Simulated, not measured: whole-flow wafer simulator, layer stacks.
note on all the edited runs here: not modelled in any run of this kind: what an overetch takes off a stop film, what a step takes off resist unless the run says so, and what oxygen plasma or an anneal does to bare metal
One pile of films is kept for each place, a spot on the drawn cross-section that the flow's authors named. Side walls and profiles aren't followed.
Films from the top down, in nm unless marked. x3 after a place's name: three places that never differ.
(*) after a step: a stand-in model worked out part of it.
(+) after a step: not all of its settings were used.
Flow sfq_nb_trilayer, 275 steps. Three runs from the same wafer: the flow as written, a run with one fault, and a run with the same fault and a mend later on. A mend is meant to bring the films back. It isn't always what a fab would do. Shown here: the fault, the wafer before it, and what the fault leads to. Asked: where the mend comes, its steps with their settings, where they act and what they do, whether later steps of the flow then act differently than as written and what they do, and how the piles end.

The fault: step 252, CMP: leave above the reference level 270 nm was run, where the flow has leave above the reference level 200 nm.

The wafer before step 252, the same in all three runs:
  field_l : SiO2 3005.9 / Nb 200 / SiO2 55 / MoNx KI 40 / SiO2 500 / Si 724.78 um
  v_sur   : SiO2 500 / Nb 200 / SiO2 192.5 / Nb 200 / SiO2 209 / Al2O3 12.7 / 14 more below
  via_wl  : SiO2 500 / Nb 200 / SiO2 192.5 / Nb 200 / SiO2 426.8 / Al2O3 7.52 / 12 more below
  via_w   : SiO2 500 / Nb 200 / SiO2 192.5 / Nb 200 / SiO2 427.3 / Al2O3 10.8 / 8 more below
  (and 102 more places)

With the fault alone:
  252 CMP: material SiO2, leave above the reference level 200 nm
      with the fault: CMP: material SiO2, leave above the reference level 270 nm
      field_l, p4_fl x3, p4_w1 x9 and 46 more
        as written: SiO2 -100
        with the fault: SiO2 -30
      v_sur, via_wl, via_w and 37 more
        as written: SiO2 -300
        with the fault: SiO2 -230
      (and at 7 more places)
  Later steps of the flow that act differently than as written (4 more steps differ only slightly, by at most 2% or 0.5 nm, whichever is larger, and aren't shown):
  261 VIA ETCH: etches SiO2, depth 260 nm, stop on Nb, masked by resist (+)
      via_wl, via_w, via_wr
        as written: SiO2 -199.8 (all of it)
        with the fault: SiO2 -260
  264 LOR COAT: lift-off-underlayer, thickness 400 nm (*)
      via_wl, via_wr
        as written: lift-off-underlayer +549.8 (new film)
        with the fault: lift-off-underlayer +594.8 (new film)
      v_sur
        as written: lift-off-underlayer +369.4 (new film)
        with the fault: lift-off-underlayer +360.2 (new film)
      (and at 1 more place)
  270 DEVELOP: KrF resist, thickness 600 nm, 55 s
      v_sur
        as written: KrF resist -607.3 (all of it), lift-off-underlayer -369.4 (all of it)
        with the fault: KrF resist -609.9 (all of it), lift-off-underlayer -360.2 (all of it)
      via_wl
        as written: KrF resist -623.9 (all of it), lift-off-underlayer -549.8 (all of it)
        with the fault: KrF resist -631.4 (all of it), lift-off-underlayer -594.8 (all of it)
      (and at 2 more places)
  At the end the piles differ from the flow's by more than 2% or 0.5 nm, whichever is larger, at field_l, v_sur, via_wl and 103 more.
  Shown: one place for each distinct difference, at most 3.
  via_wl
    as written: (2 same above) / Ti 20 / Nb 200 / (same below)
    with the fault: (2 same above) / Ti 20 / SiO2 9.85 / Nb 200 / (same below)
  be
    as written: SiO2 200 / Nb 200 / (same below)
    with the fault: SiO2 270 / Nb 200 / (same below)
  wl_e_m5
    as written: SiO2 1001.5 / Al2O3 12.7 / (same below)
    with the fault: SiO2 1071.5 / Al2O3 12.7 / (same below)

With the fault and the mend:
  The mend comes after step 259.
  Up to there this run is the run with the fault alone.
  259a STRIP: over-ash 65%, gas O2, power 200 W (*)
      field_l, v_sur, via_sp and 100 more
        KrF resist -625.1 (all of it), anti-reflective coat -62 (all of it)
      via_wl, via_w, via_wr
        anti-reflective coat -62 (all of it)
  259b CMP: material SiO2, leave above the reference level 200 nm (the flow's step 252 once more)
      field_l, v_sur, via_wl and 103 more
        SiO2 -70
  259c COAT: anti-reflective coat, thickness 62 nm (the flow's step 254 once more)
      field_l, v_sur, via_wl and 103 more
        anti-reflective coat +62 (new film)
  259d COAT: KrF resist, thickness 650 nm (the flow's step 255 once more)
      field_l, v_sur, via_wl and 103 more
        KrF resist +650 (new film)
  259e SOFTBAKE: KrF resist (the flow's step 256 once more)
      changes no film at any place that is followed
  259f EXPOSE: photomask I7, dose 11.93 mJ/cm2, NA 0.6, wavelength 248 nm (*) (the flow's step 257 once more)
      changes no film at any place that is followed
  259g PEB: KrF resist, 90 s (the flow's step 258 once more)
      field_l, v_sur, via_wl and 103 more
        KrF resist -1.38
  259h DEVELOP: KrF resist, thickness 650 nm, 60 s (the flow's step 259 once more)
      field_l, v_sur, via_sp and 100 more
        KrF resist -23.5
      via_wl, via_w, via_wr
        KrF resist -648.6 (all of it)
  No later step of the flow acts differently than as written at any place that is followed.
  At the end the piles are the same as the flow's at every place that both follow.
